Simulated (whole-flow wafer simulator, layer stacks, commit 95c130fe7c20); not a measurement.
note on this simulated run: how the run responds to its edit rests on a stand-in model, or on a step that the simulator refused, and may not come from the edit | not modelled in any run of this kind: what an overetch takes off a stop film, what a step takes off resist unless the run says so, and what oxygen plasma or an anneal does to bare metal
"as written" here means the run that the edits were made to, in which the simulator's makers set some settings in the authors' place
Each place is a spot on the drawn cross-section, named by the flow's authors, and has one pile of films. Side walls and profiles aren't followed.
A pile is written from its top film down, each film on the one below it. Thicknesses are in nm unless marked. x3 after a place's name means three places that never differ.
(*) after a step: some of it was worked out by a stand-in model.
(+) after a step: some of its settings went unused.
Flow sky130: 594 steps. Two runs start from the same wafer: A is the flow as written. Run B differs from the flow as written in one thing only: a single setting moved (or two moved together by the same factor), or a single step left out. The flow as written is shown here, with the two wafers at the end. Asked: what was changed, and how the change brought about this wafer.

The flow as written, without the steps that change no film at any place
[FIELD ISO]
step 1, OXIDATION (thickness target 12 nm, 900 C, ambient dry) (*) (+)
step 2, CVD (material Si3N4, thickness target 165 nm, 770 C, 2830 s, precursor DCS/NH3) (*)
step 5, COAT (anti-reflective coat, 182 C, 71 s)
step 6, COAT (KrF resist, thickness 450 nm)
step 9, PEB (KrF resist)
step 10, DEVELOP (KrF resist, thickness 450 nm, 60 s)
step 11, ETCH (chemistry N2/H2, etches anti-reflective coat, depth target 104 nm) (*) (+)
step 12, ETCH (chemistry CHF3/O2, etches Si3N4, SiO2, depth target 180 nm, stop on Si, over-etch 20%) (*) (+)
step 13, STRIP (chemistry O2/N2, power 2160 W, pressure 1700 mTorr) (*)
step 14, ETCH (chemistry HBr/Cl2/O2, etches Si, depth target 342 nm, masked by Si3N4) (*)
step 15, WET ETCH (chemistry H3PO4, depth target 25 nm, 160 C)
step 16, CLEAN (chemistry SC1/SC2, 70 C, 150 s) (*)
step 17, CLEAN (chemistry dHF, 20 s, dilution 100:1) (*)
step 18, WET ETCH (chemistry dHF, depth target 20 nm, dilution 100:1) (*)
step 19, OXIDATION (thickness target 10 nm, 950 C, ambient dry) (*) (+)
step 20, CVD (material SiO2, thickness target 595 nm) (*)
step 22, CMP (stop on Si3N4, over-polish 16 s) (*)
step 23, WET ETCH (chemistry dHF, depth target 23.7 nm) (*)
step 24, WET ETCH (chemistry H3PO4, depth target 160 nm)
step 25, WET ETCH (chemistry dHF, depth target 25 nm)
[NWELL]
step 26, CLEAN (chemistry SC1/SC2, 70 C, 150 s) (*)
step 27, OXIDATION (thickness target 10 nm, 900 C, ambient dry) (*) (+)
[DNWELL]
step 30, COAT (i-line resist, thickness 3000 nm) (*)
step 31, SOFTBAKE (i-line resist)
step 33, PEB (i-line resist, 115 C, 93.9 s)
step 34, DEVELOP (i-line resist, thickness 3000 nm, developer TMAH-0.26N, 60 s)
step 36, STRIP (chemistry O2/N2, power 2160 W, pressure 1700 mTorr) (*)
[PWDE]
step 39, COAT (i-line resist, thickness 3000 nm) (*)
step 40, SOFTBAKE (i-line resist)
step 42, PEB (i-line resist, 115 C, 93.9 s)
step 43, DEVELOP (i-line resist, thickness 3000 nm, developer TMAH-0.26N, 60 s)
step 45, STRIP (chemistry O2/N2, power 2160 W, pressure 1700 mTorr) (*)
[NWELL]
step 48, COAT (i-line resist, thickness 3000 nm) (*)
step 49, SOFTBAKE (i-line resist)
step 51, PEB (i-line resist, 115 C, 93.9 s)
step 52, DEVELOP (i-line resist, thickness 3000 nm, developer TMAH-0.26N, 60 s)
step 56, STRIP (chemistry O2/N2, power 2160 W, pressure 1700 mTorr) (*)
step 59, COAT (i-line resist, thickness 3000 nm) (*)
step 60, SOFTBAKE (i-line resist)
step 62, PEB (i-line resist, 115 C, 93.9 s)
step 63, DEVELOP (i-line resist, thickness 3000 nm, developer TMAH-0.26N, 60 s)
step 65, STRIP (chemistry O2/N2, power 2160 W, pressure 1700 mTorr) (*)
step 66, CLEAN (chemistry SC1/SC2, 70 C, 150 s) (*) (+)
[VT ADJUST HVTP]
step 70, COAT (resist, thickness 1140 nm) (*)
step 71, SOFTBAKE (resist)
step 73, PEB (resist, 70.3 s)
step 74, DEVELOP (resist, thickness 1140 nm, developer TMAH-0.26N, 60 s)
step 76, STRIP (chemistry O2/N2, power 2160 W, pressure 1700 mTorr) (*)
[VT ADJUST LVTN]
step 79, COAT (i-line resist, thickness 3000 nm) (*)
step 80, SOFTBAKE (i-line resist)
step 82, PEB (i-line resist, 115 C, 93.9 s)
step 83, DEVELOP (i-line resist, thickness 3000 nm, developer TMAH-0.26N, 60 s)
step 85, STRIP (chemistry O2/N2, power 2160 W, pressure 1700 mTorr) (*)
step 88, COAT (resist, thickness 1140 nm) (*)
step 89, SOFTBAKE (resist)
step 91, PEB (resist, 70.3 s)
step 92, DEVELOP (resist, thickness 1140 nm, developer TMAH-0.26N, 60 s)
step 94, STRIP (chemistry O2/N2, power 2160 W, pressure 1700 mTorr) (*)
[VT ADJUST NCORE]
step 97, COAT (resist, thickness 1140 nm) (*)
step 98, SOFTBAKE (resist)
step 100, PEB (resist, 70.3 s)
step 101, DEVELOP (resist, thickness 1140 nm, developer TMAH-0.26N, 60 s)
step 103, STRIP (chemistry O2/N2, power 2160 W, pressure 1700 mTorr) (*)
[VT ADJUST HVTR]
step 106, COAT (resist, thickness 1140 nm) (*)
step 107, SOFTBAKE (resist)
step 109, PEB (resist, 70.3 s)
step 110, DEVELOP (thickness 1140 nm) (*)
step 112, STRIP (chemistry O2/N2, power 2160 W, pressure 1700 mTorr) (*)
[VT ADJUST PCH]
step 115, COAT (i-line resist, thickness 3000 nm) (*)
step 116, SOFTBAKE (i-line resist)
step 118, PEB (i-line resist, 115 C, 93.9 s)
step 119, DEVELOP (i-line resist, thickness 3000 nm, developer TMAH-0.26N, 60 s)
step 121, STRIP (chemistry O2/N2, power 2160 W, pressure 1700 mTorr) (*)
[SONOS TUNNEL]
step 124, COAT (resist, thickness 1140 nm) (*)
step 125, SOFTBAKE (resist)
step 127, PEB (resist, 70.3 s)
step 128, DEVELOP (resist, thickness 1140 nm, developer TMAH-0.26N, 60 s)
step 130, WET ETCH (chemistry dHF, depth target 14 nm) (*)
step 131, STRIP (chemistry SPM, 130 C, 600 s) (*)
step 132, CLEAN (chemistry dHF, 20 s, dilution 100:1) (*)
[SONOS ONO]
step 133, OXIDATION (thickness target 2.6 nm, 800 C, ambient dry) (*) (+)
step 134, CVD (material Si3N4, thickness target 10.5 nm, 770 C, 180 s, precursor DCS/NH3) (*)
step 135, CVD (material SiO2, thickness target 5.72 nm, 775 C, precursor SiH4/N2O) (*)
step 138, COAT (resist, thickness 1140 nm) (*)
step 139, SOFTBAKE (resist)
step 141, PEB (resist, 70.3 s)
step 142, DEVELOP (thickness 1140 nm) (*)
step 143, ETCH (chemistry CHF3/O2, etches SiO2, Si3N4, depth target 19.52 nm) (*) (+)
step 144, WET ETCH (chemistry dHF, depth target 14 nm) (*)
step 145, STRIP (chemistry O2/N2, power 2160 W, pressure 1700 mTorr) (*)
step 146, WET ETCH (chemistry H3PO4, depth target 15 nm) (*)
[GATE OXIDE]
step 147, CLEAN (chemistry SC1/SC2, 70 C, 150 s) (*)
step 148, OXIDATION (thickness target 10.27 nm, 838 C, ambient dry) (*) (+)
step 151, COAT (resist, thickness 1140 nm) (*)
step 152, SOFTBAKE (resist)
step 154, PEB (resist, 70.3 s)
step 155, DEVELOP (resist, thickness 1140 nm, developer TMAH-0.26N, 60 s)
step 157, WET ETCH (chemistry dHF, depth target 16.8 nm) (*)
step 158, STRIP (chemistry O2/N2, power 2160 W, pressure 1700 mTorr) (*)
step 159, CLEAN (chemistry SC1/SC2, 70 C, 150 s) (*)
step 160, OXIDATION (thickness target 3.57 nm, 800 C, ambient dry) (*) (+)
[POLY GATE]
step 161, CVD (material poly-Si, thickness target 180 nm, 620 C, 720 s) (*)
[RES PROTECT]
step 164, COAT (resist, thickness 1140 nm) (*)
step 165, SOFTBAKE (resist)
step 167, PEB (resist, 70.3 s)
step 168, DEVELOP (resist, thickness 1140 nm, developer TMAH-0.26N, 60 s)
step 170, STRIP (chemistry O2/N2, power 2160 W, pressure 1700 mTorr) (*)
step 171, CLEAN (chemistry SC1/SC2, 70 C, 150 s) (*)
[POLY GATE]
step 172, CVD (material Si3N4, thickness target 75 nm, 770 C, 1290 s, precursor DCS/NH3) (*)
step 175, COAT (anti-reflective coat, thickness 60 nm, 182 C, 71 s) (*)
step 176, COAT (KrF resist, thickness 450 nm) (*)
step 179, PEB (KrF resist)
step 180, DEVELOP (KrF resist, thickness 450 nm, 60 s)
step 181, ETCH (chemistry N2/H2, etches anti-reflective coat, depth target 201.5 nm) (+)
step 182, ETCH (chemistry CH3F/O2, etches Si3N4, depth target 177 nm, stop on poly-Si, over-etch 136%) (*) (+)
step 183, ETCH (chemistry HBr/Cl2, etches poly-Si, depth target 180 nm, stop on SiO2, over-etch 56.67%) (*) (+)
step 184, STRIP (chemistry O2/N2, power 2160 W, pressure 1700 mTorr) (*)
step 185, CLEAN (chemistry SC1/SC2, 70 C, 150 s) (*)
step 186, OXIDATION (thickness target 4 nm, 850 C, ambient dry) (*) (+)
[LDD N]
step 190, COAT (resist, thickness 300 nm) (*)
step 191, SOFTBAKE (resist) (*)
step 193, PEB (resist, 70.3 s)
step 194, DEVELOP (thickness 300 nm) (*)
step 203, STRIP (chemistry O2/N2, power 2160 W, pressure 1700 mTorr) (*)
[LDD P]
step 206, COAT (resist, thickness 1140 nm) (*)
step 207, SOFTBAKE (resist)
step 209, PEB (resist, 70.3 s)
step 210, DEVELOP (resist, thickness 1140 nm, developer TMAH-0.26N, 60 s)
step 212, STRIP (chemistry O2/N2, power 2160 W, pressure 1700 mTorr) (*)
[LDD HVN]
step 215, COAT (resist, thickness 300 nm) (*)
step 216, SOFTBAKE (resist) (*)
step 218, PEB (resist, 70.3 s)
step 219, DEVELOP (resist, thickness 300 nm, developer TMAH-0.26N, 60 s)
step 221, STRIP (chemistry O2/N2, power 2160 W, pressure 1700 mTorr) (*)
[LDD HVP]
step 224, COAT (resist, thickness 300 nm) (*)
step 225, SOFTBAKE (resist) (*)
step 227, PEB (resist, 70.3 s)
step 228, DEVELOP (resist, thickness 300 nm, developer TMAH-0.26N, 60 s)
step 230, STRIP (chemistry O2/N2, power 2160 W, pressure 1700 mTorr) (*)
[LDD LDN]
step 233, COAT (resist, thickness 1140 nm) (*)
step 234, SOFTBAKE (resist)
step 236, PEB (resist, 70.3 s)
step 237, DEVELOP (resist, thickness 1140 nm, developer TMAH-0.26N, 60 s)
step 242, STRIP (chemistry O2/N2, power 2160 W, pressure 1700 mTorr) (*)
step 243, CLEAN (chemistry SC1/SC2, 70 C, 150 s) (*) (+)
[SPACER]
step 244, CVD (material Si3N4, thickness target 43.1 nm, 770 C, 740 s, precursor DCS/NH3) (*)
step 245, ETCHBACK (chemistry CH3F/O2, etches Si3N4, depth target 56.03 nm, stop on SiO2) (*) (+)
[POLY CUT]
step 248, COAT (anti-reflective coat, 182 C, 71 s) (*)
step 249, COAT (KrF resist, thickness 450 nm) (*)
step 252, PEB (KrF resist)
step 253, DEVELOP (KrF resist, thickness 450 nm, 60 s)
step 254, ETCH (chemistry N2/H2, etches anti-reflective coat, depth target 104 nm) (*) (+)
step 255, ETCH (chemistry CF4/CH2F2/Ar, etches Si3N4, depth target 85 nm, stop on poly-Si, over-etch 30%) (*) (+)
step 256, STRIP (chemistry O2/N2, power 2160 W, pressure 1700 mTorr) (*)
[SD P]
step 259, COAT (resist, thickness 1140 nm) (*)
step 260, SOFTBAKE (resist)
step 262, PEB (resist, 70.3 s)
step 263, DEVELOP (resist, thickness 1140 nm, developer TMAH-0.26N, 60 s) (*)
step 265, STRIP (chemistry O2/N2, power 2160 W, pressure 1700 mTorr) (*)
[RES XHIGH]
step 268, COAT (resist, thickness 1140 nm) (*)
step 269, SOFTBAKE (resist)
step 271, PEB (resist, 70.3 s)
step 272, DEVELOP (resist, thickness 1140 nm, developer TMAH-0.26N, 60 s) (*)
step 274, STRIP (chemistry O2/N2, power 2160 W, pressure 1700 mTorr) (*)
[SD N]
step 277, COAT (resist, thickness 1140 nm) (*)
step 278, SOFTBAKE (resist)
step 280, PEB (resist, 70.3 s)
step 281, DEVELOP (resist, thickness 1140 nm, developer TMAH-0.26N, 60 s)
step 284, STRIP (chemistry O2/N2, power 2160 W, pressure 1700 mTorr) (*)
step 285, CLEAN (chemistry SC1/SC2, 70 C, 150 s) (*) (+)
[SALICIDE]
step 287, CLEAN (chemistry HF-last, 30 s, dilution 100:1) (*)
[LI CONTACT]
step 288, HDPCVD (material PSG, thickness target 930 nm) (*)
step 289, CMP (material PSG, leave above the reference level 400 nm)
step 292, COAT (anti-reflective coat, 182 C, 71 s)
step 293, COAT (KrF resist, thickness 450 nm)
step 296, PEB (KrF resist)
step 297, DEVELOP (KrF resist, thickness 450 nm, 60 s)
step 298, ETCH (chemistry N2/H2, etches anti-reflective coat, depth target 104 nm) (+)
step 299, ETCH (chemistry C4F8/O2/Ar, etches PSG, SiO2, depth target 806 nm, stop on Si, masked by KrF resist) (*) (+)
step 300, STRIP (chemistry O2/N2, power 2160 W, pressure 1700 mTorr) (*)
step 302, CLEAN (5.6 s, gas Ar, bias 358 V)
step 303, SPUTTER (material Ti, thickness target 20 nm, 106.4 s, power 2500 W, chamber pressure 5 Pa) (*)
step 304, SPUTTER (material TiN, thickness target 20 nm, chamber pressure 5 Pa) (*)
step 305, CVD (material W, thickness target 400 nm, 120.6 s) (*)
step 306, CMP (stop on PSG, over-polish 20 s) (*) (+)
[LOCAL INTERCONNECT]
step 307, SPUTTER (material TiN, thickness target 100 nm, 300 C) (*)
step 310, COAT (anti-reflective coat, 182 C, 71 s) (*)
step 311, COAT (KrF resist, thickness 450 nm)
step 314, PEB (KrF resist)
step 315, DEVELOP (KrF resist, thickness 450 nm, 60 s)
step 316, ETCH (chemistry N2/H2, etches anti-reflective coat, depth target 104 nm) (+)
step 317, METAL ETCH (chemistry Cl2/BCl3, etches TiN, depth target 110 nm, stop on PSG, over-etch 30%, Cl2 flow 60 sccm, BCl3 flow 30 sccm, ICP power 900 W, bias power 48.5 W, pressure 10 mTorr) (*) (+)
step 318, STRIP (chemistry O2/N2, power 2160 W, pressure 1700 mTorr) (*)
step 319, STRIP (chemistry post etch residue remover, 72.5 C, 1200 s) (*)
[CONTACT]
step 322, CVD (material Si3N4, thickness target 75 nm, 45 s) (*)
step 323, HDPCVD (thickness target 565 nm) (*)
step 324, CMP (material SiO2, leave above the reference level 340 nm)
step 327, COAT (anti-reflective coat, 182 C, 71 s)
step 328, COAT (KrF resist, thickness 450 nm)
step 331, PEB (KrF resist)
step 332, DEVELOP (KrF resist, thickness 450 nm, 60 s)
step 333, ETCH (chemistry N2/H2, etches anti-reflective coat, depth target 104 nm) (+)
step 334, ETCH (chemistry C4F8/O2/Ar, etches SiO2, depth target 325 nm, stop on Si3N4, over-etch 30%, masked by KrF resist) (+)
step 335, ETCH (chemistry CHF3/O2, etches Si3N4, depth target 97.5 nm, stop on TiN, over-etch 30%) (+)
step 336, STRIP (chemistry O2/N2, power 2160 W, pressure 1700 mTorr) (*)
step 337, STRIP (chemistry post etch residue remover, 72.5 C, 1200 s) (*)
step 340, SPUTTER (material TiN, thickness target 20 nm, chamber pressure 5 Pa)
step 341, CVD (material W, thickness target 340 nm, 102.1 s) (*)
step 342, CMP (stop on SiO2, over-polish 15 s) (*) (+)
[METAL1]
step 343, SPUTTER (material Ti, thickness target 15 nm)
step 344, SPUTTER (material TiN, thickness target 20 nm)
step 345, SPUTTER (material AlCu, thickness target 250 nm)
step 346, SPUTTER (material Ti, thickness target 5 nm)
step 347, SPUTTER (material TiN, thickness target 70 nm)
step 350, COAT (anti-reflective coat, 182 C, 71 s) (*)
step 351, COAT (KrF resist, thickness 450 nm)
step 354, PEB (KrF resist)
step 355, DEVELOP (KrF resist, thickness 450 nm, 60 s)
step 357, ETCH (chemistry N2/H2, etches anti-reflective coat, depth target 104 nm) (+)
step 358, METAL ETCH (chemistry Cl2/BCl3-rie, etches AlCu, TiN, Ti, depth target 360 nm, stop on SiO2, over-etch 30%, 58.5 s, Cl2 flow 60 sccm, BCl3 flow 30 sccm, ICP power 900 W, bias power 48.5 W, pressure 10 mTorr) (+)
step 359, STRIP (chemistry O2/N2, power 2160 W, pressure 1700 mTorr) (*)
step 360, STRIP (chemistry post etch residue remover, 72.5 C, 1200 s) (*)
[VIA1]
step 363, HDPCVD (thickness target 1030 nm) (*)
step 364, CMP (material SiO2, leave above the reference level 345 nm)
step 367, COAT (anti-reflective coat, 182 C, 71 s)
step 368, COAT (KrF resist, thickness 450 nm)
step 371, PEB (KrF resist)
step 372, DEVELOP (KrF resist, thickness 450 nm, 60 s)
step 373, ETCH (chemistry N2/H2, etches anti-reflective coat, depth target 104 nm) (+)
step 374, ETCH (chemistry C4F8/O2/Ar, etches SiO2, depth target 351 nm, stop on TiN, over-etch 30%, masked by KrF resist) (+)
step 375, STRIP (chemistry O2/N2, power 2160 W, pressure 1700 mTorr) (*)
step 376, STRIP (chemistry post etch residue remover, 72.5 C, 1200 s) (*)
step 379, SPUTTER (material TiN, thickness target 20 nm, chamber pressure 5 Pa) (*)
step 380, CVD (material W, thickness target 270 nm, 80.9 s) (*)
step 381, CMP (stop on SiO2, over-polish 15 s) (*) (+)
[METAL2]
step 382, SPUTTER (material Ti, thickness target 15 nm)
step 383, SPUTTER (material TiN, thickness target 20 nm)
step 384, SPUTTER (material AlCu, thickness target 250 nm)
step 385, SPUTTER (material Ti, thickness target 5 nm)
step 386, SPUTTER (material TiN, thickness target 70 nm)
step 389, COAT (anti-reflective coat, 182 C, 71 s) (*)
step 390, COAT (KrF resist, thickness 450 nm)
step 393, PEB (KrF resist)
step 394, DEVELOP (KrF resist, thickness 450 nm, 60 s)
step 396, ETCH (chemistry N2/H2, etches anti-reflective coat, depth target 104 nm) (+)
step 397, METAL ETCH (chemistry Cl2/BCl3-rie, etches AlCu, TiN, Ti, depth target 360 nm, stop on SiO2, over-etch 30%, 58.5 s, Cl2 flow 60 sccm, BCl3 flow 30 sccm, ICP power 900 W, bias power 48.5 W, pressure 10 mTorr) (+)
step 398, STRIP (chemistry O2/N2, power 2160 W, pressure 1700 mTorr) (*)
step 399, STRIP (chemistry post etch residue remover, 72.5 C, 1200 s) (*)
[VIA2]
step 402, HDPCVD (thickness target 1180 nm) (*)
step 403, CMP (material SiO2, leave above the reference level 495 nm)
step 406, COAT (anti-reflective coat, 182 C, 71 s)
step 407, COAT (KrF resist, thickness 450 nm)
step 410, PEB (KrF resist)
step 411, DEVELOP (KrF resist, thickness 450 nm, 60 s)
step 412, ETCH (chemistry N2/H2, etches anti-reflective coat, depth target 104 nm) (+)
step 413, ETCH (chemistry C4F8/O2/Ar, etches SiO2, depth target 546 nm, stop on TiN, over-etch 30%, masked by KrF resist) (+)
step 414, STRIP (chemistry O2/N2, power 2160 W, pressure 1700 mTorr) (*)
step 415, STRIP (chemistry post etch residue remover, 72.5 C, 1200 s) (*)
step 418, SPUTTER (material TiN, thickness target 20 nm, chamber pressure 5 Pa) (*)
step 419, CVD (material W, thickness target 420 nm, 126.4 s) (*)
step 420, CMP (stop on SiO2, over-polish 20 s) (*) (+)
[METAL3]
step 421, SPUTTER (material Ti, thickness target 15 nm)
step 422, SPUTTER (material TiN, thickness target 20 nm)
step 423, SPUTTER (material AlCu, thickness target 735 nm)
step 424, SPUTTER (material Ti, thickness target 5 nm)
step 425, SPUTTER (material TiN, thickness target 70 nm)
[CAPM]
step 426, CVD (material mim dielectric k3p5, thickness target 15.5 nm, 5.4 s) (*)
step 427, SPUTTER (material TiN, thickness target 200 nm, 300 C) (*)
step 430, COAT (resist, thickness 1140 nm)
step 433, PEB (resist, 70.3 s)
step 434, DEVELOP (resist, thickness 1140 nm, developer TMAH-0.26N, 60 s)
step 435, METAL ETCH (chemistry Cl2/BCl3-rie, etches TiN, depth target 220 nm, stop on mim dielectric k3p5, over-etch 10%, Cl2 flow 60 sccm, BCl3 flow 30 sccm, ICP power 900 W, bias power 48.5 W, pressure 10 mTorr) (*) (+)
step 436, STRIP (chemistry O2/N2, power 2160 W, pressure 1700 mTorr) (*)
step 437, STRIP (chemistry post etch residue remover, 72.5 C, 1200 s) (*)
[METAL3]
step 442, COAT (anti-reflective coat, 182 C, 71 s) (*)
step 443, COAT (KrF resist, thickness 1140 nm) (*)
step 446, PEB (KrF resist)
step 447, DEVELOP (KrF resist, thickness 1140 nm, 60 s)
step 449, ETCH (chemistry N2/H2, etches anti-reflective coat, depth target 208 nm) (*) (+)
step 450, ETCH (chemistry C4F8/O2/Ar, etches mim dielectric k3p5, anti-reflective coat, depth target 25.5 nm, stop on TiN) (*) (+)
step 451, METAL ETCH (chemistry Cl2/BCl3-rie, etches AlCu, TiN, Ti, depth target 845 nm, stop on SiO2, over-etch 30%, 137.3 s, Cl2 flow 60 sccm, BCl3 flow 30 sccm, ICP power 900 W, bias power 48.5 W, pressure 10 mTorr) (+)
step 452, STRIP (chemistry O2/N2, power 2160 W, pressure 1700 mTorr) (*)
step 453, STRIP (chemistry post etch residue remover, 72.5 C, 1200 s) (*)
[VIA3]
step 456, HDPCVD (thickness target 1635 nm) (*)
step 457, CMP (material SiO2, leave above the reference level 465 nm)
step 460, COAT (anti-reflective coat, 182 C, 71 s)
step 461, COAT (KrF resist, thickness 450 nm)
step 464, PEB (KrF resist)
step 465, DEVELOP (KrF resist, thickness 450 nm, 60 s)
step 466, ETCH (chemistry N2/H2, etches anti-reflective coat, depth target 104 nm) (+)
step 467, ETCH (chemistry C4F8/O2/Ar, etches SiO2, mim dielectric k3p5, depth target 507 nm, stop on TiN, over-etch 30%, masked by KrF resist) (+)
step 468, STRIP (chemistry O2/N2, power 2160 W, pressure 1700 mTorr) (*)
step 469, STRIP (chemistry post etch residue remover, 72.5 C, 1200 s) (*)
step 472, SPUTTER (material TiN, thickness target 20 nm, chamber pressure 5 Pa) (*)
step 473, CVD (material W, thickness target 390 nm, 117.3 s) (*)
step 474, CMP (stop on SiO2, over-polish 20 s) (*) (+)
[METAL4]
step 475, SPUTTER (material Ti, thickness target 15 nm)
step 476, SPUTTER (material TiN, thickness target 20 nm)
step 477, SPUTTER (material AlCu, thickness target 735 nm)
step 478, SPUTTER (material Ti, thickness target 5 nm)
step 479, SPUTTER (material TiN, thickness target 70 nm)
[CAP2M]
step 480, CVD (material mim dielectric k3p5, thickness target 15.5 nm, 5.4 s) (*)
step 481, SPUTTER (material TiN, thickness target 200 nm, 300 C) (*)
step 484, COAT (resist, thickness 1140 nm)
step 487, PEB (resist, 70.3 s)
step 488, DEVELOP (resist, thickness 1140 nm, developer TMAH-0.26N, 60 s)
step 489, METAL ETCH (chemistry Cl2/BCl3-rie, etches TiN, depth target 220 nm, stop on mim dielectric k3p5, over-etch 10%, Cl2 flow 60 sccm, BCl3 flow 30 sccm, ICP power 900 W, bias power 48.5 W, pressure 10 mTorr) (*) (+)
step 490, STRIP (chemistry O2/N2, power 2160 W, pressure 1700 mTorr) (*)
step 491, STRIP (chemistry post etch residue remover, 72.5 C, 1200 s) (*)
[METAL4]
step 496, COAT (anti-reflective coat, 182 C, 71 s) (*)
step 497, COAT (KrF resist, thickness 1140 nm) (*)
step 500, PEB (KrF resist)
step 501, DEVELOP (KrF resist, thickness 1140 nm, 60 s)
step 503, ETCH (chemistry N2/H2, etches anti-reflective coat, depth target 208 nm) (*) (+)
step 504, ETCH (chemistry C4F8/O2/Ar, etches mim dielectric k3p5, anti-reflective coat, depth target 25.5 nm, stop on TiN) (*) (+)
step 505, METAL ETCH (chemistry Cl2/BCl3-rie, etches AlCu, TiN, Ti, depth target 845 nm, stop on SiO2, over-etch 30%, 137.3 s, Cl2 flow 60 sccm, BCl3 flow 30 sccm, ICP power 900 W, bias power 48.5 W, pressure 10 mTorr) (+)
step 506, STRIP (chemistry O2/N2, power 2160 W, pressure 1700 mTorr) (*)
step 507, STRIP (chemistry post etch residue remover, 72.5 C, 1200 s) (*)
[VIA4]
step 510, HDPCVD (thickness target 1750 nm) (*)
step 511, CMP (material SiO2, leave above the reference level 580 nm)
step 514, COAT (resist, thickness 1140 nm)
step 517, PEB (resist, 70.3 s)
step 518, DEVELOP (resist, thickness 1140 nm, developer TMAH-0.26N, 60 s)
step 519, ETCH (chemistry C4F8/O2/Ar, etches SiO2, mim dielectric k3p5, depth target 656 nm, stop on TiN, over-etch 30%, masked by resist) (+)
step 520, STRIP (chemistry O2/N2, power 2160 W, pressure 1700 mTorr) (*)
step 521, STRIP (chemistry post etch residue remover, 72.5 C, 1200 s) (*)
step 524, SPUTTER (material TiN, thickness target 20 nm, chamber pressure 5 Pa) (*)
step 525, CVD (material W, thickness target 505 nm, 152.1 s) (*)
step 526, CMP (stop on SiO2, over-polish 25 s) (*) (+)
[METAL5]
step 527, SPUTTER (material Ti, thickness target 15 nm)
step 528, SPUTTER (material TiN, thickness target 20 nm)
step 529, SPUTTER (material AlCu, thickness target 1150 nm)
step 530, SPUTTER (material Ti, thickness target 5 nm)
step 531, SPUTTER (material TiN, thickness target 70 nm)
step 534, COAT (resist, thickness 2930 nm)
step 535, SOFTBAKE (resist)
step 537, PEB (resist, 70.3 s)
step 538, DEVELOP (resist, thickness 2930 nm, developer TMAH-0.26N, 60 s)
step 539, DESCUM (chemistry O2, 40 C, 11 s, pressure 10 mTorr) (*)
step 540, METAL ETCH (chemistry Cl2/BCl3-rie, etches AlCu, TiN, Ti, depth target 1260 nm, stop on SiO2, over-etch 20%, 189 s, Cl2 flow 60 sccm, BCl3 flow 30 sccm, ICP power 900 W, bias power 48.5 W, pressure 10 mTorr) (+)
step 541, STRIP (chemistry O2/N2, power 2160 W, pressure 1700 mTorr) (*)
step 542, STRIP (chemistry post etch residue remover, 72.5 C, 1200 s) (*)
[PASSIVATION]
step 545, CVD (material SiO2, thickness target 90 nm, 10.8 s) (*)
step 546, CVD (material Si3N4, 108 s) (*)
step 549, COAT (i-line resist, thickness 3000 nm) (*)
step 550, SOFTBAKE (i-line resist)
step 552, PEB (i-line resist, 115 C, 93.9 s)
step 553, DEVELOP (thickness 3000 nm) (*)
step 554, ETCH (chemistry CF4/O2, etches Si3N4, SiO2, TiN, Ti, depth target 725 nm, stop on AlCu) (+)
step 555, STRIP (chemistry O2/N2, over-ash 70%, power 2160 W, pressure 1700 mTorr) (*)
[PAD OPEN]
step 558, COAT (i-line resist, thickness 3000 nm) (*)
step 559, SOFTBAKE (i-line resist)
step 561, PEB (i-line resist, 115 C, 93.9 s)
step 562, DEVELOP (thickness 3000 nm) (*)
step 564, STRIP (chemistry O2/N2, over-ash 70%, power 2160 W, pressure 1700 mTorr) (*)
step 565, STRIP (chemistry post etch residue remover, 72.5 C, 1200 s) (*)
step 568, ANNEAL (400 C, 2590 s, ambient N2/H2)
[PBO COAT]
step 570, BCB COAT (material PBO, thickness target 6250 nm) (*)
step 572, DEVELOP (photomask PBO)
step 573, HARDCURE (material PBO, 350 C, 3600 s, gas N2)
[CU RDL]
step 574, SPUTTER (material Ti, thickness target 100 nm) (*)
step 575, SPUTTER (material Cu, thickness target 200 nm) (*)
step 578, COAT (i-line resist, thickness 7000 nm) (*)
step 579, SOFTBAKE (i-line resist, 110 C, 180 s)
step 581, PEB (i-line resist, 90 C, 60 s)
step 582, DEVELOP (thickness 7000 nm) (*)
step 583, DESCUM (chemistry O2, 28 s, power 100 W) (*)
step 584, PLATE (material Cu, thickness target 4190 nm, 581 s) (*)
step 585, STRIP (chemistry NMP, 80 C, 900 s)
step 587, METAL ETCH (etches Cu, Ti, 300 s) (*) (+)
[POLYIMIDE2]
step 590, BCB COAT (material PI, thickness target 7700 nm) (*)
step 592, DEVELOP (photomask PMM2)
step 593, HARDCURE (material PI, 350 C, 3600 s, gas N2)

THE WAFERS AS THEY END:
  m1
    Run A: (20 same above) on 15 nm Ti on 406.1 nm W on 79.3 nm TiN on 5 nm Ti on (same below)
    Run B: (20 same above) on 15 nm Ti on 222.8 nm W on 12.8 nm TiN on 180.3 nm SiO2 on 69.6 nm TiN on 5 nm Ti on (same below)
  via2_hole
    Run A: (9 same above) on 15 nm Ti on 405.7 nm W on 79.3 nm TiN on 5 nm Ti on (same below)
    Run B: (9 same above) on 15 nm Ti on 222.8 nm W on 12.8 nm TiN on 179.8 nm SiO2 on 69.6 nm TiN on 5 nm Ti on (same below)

Cause: step 413, ETCH: depth target 240 nm was run, while the flow as written has depth target 546 nm.

The path from the change to this, step by step:
  step 413, ETCH (chemistry C4F8/O2/Ar, etches SiO2, depth target 546 nm, stop on TiN, over-etch 30%, masked by KrF resist) (+)
      m1: A -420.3 SiO2 (all of it) | B -240 SiO2
      via2_hole: A -419.8 SiO2 (all of it) | B -240 SiO2
      (also at 189 further places)
  step 414, STRIP (chemistry O2/N2, power 2160 W, pressure 1700 mTorr) (*)
      field, active, n_well and 186 more: A -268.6 KrF resist (all of it), -80 anti-reflective coat (all of it) | B -329.8 KrF resist (all of it), -80 anti-reflective coat (all of it)
  step 418, SPUTTER (material TiN, thickness target 20 nm, chamber pressure 5 Pa) (*)
      m1, via2_hole: A +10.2 TiN | B +12.8 TiN (new film)
  step 419, CVD (material W, thickness target 420 nm, 126.4 s) (*)
      m1: A +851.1 W (new film) | B +667.8 W (new film)
      via2_hole: A +850.7 W (new film) | B +667.8 W (new film)
If metal films that touch count as one body, m1 has 3 bodies (between them, from the top down: SiO2 180.3; SiO2 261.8 / Si3N4 75); the flow as written gives 2 bodies (between them, from the top down: SiO2 261.8 / Si3N4 75).
If metal films that touch count as one body, via2_hole has 2 bodies (between them, from the top down: SiO2 179.8); the flow as written gives 1 body.
